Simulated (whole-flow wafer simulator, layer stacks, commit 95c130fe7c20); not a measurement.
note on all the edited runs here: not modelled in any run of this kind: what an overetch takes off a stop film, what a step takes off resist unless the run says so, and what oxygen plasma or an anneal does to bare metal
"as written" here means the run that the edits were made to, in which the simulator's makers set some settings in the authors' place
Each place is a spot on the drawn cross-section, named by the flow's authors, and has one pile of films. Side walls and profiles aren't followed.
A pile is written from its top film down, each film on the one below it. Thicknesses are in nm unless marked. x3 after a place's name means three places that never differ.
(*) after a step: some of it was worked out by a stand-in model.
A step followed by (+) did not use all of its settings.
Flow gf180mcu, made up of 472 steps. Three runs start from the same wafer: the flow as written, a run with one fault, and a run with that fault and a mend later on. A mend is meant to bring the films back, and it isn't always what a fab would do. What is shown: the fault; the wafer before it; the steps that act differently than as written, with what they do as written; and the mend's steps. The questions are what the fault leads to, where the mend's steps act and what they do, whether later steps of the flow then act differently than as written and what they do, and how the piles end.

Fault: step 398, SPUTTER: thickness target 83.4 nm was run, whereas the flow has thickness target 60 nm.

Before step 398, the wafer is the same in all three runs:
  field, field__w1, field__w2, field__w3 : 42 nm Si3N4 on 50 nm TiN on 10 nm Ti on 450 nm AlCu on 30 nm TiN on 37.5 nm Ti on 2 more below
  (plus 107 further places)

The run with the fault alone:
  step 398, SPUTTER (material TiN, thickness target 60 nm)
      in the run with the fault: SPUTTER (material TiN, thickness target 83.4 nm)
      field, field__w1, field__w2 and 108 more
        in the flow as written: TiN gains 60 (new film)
        in the run with the fault: TiN gains 83.4 (new film)
  Steps further on in the flow that do not act as written (not shown: 5 more steps that differ only slightly, by at most 2% or 0.5 nm, whichever is larger):
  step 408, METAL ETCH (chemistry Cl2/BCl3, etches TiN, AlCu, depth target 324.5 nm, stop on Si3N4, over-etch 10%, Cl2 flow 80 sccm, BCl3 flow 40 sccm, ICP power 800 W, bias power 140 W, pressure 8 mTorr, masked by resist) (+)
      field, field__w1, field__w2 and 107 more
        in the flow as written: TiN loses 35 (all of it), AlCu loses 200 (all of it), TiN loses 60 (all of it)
        in the run with the fault: TiN loses 35 (all of it), AlCu loses 200 (all of it), TiN loses 83.4 (all of it)
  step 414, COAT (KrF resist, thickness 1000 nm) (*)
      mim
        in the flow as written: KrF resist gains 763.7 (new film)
        in the run with the fault: KrF resist gains 746 (new film)
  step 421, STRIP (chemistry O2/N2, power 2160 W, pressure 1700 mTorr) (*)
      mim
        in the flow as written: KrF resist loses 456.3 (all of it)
        in the run with the fault: KrF resist loses 438.8 (all of it)
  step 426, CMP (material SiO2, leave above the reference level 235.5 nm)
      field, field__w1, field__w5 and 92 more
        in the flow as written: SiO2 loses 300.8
        in the run with the fault: SiO2 loses 277.4
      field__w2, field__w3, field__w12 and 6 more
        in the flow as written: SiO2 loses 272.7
        in the run with the fault: SiO2 loses 249.3
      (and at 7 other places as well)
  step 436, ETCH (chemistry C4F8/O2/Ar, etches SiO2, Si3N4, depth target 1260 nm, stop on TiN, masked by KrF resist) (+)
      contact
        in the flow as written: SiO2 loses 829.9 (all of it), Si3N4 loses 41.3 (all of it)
        in the run with the fault: SiO2 loses 853.3 (all of it), Si3N4 loses 41.3 (all of it)
  By the end, the piles at field__w8, contact, m1, m1__w1, mim, m1_nw depart from the flow's by more than 2% or 0.5 nm, whichever is larger.
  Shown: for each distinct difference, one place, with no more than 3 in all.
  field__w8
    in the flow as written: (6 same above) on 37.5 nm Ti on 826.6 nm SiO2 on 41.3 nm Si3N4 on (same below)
    in the run with the fault: (6 same above) on 37.5 nm Ti on 850 nm SiO2 on 41.3 nm Si3N4 on (same below)
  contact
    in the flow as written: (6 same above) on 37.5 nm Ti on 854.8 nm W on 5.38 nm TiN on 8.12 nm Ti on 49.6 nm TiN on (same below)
    in the run with the fault: (6 same above) on 37.5 nm Ti on 878.4 nm W on 5.31 nm TiN on 8.01 nm Ti on 49.6 nm TiN on (same below)
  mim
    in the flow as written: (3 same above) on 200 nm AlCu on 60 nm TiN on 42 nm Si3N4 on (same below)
    in the run with the fault: (3 same above) on 200 nm AlCu on 83.4 nm TiN on 42 nm Si3N4 on (same below)

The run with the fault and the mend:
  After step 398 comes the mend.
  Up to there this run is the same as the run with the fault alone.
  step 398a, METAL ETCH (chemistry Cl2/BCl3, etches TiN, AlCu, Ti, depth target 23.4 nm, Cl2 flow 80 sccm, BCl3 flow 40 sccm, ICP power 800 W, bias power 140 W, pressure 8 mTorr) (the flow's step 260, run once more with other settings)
      field, field__w1, field__w2 and 108 more
        TiN loses 23.4
  Later steps of the flow that are run all act as written at every place that is followed.
  By the end, the piles equal the flow's at every place that both follow.
